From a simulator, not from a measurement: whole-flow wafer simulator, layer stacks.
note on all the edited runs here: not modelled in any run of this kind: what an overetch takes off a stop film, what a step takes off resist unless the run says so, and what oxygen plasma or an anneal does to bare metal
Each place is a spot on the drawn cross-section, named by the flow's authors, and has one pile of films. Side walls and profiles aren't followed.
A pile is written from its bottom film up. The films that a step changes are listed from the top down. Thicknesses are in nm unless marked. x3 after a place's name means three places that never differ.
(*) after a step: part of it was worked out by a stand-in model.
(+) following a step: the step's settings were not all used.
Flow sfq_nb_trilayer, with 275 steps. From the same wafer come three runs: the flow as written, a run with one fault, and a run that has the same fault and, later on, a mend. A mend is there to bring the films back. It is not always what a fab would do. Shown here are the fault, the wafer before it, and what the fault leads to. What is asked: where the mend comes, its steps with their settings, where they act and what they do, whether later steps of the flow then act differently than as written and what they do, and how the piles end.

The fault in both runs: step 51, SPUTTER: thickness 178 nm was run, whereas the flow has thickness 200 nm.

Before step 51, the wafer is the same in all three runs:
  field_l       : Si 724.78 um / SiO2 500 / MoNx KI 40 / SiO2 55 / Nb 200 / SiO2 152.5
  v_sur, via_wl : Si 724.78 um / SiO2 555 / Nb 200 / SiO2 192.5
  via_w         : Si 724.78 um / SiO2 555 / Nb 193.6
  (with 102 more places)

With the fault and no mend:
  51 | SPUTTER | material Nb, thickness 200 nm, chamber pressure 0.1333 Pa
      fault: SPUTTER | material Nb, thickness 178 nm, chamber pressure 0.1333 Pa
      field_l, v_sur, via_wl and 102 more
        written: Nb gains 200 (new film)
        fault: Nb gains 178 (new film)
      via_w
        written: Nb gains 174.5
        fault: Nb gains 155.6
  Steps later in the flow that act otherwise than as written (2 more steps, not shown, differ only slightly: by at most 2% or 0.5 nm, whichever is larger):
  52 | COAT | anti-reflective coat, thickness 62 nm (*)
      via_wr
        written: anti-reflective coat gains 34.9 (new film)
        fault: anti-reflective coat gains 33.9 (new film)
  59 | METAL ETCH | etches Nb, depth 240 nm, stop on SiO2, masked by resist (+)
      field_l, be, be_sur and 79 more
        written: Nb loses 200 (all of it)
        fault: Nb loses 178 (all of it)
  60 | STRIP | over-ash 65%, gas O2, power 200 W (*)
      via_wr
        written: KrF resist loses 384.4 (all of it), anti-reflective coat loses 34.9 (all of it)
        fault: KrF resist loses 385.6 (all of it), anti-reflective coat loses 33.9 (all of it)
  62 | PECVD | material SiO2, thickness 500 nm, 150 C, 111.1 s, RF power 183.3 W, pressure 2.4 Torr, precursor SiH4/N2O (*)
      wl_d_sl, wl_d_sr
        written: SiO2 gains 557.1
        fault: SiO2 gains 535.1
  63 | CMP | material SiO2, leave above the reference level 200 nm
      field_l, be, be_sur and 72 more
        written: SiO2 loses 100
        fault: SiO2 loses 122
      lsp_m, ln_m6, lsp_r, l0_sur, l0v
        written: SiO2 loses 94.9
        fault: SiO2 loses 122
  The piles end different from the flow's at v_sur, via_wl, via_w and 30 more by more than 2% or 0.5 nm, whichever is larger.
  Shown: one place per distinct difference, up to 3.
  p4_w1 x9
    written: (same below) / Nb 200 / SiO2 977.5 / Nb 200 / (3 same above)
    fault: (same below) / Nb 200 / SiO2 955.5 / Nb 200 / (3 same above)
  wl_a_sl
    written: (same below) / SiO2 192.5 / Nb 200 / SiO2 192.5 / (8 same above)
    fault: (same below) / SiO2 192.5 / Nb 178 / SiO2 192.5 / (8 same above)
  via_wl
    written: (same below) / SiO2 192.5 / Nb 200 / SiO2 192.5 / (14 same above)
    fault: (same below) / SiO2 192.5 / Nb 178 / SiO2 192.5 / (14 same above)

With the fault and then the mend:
  The mend follows step 51.
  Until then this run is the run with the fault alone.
  51a | SPUTTER | material Nb, thickness 22 nm, chamber pressure 0.1333 Pa (a further turn of the flow's step 51, with different settings)
      field_l, v_sur, via_wl and 102 more
        Nb gains 22
      via_w
        Nb gains 17
  Later steps of the flow that are run all act as written at every place that is followed, up to a difference of at most 2% or 0.5 nm, whichever is larger.
  When the end is reached, the piles differ only a little from the flow's at the places that both follow, at most by 2% or 0.5 nm, whichever is larger.
